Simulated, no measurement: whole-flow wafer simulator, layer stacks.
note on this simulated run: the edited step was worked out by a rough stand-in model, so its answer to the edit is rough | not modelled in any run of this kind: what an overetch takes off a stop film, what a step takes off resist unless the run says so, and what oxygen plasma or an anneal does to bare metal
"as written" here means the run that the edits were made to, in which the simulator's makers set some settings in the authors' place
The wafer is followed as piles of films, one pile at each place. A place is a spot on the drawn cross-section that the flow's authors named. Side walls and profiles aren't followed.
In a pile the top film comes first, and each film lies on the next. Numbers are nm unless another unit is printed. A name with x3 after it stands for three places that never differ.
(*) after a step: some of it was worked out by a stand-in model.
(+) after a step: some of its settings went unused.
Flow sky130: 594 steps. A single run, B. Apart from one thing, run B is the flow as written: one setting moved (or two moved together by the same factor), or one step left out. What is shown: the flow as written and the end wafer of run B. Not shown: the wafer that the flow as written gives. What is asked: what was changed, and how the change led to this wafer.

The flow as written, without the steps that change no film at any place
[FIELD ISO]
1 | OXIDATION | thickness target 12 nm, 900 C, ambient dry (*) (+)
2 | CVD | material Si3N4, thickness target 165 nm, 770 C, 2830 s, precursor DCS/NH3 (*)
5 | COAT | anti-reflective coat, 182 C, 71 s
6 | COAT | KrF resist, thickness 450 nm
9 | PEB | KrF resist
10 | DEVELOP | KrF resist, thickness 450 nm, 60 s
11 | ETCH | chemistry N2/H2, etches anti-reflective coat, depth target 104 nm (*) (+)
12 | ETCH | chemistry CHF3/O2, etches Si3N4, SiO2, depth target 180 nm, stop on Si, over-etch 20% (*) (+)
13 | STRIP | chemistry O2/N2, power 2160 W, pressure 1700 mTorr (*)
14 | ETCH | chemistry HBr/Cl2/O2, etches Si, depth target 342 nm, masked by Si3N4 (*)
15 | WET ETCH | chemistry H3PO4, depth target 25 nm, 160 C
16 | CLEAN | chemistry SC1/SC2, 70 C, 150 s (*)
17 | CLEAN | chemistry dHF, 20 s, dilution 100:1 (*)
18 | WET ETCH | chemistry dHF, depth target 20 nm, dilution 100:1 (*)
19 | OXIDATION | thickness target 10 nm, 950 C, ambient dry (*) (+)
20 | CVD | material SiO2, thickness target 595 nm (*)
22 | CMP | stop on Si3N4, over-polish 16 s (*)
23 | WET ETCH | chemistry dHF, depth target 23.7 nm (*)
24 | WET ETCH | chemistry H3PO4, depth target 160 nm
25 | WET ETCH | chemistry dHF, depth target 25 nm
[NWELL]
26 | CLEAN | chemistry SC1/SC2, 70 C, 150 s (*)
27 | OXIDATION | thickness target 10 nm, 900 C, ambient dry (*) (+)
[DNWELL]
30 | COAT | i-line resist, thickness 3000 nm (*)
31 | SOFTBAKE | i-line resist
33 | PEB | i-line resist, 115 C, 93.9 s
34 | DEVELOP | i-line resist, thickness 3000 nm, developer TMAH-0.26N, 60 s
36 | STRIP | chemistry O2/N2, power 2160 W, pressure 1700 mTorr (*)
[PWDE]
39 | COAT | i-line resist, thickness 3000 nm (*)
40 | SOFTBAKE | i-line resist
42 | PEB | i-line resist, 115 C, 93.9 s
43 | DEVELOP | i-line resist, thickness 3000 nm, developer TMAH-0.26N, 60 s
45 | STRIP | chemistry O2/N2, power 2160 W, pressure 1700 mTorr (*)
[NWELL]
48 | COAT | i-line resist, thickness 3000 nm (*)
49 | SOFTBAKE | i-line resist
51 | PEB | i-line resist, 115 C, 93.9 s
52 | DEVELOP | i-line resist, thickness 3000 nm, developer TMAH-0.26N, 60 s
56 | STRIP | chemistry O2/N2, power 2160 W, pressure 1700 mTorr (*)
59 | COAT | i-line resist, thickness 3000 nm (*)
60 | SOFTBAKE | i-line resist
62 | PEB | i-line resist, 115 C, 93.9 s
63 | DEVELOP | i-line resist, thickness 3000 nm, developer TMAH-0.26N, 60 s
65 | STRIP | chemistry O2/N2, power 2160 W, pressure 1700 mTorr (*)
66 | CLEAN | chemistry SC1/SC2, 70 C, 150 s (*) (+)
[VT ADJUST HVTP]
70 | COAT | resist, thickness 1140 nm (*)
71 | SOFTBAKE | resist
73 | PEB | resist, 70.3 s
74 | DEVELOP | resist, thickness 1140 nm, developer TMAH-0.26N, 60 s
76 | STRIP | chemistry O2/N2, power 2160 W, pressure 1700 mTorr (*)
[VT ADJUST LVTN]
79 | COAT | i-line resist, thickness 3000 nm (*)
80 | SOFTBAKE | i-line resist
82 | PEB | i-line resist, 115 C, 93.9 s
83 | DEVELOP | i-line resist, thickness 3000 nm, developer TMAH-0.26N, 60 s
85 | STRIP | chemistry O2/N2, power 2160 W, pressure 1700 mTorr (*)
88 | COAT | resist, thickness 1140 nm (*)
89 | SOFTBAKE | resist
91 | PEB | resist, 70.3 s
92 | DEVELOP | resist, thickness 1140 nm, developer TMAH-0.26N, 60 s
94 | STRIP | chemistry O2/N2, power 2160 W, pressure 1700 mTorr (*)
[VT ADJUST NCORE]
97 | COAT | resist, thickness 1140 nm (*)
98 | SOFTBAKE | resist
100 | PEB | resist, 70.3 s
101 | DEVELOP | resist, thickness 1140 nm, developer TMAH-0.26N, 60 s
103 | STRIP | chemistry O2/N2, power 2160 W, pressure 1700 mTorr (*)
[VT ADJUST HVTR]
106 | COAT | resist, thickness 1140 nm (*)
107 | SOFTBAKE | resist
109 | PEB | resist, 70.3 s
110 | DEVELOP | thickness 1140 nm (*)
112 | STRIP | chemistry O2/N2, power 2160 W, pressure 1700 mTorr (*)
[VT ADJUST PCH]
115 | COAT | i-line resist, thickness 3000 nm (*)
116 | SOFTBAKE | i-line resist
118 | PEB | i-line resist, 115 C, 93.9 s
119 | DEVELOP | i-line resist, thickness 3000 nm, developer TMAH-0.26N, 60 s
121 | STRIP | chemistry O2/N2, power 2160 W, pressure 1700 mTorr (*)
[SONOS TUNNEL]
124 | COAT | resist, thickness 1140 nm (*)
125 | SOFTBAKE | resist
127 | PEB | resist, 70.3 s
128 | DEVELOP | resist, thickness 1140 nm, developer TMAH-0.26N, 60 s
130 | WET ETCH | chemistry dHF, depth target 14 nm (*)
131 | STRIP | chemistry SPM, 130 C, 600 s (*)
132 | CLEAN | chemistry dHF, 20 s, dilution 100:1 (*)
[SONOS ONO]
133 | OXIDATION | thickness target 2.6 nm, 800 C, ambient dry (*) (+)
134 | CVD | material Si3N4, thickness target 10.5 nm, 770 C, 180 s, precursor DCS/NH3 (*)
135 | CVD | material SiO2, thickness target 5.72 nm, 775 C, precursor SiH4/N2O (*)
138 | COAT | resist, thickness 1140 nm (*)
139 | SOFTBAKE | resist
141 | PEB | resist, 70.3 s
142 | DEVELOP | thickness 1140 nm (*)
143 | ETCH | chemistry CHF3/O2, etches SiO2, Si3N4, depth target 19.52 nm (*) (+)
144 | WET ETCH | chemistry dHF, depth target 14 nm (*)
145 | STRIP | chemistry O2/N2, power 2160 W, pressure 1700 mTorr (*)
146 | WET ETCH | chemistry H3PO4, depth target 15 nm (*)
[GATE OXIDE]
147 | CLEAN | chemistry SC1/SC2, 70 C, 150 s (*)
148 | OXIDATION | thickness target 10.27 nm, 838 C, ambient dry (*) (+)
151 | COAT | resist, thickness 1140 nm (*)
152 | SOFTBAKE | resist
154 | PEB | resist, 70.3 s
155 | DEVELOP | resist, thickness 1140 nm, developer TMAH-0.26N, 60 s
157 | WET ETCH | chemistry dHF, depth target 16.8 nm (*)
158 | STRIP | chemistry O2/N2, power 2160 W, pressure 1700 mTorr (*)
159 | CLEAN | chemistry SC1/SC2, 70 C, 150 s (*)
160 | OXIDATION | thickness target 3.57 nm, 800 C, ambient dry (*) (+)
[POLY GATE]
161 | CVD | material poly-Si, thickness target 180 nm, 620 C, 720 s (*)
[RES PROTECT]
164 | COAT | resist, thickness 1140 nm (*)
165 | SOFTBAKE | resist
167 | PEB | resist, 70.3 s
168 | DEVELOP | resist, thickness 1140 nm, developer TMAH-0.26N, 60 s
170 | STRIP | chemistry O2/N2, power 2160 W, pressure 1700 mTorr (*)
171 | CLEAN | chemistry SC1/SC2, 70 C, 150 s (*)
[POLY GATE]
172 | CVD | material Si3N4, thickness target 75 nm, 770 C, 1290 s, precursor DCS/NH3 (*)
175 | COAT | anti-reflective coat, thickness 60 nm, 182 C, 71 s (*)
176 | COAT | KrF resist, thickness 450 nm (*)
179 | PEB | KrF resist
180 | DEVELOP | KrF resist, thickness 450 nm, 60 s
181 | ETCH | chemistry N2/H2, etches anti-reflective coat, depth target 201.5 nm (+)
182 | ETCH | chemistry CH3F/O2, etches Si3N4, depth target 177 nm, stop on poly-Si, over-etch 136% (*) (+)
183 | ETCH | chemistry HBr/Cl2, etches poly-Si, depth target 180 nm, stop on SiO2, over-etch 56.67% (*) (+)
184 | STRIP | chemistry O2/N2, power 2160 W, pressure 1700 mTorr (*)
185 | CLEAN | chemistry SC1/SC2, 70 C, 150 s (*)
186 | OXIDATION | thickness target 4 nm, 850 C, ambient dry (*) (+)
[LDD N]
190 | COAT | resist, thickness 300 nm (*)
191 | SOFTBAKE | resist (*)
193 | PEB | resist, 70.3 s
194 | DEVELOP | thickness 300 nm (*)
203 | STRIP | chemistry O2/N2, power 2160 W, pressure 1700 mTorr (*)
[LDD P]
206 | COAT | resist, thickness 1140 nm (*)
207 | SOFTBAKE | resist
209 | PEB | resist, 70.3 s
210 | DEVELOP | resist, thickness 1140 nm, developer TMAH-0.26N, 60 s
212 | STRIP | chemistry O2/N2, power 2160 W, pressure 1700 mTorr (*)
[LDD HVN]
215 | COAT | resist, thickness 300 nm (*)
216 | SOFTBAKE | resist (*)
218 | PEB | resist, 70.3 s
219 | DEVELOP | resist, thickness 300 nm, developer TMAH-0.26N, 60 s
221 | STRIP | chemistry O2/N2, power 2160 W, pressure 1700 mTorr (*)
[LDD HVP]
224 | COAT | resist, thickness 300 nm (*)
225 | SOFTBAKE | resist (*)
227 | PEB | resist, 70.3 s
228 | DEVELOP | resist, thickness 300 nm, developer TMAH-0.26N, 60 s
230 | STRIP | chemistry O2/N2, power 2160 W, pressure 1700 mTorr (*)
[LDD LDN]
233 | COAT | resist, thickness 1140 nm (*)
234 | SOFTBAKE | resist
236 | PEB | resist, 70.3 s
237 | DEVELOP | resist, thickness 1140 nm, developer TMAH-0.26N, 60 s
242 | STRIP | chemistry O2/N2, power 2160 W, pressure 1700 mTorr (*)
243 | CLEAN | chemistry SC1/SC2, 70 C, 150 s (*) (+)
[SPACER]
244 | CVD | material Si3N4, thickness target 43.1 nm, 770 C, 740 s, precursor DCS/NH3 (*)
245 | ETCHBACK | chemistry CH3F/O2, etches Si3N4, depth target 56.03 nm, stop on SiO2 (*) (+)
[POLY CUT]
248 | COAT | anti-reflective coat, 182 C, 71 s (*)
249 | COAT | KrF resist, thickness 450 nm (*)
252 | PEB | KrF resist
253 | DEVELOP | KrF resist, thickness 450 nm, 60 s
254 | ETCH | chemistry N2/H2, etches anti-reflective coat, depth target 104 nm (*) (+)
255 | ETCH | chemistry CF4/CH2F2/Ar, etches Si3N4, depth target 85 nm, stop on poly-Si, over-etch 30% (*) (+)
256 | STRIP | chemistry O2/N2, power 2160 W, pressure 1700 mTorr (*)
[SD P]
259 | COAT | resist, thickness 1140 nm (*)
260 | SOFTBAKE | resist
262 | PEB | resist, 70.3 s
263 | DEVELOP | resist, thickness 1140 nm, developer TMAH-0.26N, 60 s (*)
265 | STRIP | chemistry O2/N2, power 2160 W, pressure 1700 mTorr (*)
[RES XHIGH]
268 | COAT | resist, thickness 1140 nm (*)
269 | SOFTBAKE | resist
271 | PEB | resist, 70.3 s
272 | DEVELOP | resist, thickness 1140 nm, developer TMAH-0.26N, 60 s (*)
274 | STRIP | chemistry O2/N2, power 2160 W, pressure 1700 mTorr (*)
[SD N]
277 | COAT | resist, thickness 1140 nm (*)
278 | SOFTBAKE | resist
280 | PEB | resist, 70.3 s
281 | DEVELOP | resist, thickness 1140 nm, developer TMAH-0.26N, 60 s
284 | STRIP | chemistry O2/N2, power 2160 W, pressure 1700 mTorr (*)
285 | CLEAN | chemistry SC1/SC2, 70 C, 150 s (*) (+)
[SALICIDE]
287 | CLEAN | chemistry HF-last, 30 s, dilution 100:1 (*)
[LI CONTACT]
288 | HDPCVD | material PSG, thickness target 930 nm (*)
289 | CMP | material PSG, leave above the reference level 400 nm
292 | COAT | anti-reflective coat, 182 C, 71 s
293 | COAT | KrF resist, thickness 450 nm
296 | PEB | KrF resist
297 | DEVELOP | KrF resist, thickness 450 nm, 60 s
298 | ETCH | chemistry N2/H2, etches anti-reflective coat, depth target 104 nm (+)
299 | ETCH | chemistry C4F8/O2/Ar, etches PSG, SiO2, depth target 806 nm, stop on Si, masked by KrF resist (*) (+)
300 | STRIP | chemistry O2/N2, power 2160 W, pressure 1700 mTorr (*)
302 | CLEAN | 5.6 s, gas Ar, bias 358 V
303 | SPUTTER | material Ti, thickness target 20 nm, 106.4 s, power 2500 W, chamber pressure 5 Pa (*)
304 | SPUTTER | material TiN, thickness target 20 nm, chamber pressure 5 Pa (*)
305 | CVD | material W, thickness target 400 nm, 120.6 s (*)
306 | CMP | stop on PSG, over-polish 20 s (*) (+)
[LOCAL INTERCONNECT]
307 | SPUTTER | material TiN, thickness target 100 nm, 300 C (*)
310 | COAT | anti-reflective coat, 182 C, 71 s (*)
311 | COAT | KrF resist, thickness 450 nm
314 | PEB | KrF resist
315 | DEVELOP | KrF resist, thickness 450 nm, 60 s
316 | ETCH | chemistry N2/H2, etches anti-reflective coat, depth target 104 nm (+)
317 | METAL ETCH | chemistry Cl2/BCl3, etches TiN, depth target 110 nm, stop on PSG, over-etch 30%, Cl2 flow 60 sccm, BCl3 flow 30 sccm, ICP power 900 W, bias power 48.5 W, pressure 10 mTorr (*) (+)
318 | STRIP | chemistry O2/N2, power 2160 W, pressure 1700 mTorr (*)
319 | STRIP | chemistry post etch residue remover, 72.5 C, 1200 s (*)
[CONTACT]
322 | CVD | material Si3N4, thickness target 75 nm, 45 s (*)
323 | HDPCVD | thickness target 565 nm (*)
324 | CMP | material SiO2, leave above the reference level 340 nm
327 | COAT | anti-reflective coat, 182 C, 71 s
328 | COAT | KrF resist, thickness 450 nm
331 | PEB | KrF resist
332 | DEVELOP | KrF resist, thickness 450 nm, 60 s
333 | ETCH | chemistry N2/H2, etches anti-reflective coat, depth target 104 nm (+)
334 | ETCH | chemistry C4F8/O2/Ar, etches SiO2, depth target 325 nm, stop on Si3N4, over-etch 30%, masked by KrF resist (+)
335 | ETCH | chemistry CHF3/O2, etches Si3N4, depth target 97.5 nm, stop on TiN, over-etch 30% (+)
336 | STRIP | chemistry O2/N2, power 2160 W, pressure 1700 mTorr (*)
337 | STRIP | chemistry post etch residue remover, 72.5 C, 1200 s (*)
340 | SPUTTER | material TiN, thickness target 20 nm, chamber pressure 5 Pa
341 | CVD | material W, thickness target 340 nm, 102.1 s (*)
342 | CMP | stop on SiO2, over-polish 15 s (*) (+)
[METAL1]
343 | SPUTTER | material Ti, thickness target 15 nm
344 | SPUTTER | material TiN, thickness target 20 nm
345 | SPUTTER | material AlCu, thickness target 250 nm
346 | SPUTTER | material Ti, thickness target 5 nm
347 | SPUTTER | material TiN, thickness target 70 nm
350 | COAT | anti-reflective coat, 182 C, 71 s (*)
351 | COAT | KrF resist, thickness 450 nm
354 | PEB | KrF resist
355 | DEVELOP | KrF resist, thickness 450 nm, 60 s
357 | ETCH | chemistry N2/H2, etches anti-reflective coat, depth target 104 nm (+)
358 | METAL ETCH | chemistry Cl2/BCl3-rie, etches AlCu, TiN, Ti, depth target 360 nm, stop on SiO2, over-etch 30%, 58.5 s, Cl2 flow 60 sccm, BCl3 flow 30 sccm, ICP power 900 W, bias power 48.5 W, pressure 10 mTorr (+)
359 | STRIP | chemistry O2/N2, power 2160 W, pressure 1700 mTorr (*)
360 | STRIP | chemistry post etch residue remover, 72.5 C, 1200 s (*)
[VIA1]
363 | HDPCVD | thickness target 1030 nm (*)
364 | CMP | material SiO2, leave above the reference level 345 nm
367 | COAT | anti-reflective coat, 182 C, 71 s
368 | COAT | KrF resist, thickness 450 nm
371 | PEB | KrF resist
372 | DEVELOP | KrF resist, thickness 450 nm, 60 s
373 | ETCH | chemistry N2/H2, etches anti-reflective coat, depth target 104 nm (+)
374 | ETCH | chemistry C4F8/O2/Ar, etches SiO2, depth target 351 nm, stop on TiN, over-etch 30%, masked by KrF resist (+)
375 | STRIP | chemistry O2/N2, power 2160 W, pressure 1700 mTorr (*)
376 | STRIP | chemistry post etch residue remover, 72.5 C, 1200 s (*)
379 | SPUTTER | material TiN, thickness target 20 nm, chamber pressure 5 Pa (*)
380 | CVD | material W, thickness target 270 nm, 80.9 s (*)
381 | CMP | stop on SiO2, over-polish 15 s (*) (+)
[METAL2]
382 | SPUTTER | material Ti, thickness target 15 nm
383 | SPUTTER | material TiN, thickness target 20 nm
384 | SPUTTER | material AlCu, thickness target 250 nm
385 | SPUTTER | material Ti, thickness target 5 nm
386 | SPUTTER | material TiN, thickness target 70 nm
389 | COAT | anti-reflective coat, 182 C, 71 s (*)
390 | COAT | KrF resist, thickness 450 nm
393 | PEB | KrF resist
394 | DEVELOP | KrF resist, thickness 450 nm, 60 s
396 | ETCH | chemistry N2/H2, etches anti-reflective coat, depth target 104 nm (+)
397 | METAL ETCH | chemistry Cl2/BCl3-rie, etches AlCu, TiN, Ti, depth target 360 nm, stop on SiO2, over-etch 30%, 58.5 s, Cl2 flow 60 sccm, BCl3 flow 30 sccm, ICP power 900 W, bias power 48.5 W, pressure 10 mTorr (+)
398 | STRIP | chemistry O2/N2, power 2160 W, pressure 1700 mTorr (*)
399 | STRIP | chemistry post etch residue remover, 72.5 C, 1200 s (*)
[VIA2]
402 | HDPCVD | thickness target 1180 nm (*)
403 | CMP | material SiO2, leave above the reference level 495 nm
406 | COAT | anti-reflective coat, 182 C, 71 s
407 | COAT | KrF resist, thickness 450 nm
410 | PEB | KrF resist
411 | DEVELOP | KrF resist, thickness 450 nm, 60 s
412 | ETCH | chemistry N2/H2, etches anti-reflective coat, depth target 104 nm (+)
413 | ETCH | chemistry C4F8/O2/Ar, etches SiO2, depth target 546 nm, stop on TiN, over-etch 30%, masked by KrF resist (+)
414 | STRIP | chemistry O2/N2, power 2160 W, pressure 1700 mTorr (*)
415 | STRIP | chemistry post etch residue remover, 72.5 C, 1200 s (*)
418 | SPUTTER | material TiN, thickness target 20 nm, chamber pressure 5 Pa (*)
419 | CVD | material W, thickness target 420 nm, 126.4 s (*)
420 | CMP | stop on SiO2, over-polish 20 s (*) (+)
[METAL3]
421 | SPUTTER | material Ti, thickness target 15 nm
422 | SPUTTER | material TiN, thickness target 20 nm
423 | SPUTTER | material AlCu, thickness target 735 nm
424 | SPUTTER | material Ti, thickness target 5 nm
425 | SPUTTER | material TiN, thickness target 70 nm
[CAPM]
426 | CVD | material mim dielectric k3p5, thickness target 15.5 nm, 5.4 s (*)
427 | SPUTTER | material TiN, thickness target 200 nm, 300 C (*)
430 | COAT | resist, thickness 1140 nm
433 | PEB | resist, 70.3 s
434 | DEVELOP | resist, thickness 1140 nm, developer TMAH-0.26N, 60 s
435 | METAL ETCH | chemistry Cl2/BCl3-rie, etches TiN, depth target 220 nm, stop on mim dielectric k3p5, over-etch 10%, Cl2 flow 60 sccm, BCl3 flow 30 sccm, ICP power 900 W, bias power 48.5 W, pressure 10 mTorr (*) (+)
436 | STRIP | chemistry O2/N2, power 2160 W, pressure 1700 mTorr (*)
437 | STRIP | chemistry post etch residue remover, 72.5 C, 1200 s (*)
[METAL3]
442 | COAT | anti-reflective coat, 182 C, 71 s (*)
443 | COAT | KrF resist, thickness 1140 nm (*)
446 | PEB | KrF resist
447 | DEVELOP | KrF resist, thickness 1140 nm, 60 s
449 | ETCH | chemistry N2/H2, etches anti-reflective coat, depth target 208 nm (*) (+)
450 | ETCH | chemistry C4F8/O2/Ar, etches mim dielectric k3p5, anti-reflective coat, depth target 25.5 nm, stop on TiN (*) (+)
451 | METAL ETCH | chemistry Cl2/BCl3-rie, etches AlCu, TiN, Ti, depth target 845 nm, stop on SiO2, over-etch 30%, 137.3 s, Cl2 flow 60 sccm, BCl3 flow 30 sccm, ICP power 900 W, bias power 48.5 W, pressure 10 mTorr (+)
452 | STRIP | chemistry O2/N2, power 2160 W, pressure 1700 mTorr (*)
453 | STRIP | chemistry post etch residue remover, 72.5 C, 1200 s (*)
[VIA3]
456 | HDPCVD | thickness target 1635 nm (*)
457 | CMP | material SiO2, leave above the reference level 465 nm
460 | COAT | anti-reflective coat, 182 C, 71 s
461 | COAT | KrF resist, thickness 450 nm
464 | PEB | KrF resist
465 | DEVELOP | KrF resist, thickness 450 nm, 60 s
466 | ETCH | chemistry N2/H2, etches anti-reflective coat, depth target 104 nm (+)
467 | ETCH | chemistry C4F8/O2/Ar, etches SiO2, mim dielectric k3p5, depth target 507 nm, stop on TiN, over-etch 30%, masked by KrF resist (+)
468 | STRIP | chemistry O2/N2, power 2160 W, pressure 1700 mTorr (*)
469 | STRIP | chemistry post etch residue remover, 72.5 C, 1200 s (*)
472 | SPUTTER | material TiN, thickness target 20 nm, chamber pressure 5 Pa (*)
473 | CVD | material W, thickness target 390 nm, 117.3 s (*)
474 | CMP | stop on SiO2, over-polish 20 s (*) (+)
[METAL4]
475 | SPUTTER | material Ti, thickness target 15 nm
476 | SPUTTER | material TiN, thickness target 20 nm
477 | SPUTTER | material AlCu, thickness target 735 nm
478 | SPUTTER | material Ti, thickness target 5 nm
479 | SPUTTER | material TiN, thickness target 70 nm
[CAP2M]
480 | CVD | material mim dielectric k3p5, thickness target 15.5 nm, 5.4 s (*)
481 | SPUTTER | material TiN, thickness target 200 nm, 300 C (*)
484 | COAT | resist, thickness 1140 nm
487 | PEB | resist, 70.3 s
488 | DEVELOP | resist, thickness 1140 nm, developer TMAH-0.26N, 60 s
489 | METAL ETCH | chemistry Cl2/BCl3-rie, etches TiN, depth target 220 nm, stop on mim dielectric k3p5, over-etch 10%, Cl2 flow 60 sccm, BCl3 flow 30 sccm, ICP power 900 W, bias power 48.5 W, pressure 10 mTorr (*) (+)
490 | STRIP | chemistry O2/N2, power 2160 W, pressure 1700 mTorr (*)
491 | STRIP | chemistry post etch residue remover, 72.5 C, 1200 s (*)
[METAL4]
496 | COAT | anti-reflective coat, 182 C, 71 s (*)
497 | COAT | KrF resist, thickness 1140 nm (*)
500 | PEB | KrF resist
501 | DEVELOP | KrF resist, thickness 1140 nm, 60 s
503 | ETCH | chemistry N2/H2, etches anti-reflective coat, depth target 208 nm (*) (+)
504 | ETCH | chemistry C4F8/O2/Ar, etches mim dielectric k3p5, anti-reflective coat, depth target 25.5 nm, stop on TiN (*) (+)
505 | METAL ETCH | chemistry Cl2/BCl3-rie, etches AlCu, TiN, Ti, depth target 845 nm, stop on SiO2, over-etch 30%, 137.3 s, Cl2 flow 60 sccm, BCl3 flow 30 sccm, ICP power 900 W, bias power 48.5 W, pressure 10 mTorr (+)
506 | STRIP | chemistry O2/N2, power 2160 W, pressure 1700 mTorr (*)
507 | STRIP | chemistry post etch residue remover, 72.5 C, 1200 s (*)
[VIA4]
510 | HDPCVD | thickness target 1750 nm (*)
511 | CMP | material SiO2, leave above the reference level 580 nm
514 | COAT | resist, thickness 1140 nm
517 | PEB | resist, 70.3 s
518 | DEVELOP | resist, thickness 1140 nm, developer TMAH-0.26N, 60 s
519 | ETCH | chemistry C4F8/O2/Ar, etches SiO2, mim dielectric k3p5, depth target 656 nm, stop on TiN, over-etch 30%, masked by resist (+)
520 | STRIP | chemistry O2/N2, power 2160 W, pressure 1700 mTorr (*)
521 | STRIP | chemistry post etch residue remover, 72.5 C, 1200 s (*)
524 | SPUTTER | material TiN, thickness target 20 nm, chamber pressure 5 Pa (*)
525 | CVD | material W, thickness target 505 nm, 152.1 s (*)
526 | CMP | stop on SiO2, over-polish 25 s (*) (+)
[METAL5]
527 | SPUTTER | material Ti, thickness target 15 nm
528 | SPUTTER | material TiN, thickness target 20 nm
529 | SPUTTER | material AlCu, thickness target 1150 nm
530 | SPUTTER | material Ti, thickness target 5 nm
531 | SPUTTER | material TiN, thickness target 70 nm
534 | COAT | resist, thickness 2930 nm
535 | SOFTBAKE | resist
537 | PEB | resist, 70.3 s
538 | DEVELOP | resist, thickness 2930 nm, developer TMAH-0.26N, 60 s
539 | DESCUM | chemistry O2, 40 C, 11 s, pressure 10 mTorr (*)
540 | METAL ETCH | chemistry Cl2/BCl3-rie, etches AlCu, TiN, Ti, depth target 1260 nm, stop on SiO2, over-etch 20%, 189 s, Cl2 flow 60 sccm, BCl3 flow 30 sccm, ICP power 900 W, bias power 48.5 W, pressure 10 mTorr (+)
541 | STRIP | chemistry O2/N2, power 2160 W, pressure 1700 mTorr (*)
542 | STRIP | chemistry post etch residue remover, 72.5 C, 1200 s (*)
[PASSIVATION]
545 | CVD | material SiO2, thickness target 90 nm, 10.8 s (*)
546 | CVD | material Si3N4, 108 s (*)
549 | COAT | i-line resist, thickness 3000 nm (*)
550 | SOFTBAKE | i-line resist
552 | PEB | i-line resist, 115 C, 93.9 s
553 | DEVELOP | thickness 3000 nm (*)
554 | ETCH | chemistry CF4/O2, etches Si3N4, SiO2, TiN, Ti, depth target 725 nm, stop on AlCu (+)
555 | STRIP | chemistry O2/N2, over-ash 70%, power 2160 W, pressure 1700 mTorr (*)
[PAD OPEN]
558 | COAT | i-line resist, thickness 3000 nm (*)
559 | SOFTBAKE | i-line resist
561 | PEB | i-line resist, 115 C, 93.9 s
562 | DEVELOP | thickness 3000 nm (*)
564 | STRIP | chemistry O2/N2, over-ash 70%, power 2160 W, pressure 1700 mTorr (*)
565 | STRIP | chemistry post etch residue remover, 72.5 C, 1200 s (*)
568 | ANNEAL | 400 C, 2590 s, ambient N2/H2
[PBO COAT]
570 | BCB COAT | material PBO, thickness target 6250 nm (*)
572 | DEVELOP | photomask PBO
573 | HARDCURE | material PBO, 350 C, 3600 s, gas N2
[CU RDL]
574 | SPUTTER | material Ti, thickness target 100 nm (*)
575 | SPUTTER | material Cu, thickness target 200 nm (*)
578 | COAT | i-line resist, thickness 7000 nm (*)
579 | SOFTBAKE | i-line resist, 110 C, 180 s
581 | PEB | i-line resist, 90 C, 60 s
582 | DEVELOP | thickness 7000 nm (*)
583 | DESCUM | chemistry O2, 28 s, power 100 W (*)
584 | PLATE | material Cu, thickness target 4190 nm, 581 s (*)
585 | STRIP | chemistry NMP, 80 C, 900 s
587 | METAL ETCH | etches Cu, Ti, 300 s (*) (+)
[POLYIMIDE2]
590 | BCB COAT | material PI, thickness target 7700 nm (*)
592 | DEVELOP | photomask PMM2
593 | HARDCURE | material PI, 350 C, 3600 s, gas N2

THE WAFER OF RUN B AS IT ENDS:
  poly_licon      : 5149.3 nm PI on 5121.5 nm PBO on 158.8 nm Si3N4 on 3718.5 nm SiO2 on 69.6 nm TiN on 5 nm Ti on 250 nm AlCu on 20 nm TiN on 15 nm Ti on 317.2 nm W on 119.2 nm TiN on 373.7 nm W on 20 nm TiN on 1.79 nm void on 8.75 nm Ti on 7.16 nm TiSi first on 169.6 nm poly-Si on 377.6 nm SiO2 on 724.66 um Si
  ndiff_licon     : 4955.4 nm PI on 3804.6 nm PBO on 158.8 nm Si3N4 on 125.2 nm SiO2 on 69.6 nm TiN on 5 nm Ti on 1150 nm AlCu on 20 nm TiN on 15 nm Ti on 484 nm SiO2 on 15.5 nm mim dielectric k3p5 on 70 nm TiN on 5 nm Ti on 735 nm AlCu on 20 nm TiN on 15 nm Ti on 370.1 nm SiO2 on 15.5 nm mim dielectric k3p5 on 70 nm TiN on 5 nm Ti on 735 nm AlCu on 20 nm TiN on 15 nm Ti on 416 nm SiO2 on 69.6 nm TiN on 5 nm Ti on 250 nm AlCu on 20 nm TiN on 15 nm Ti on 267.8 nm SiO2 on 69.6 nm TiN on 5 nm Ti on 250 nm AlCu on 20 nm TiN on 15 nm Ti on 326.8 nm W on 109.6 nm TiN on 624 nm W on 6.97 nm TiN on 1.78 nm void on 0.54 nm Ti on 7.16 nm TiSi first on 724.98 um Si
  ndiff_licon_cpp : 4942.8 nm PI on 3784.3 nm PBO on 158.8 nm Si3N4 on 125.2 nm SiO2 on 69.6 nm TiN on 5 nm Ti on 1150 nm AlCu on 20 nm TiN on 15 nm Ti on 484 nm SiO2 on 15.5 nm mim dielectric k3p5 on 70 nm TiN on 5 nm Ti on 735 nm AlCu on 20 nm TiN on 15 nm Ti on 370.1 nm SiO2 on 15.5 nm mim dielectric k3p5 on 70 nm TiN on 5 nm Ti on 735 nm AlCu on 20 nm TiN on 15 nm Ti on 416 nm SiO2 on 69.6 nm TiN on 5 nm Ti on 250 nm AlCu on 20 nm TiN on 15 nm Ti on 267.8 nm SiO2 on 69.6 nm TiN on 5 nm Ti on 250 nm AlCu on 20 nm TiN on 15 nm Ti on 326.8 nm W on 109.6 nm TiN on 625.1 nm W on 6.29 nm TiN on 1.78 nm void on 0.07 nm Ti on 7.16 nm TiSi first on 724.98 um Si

The reason: step 303, SPUTTER: 69.14 s was run, though the flow has 106.4 s.

Step by step, how the change led to this:
  303 | SPUTTER | material Ti, thickness target 20 nm, 106.4 s, power 2500 W, chamber pressure 5 Pa (*)
      field, active, n_well and 185 more: Ti gains 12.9 (new film) (as written it would have been: Ti gains 20 (new film))
      ndiff_licon: Ti gains 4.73 (new film) (as written it would have been: Ti gains 7.24 (new film))
      (as well as at 2 more places)
  306 | CMP | stop on PSG, over-polish 20 s (*) (+)
      field, active, n_well and 184 more: W loses 400 (all of it), TiN loses 20 (all of it), Ti loses 12.9 (all of it), PSG loses 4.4 (as written it would have been: W loses 400 (all of it), TiN loses 20 (all of it), Ti loses 20 (all of it), PSG loses 4.4)
      poly_licon: W loses 26.3 (as written it would have been: W loses 33.3)
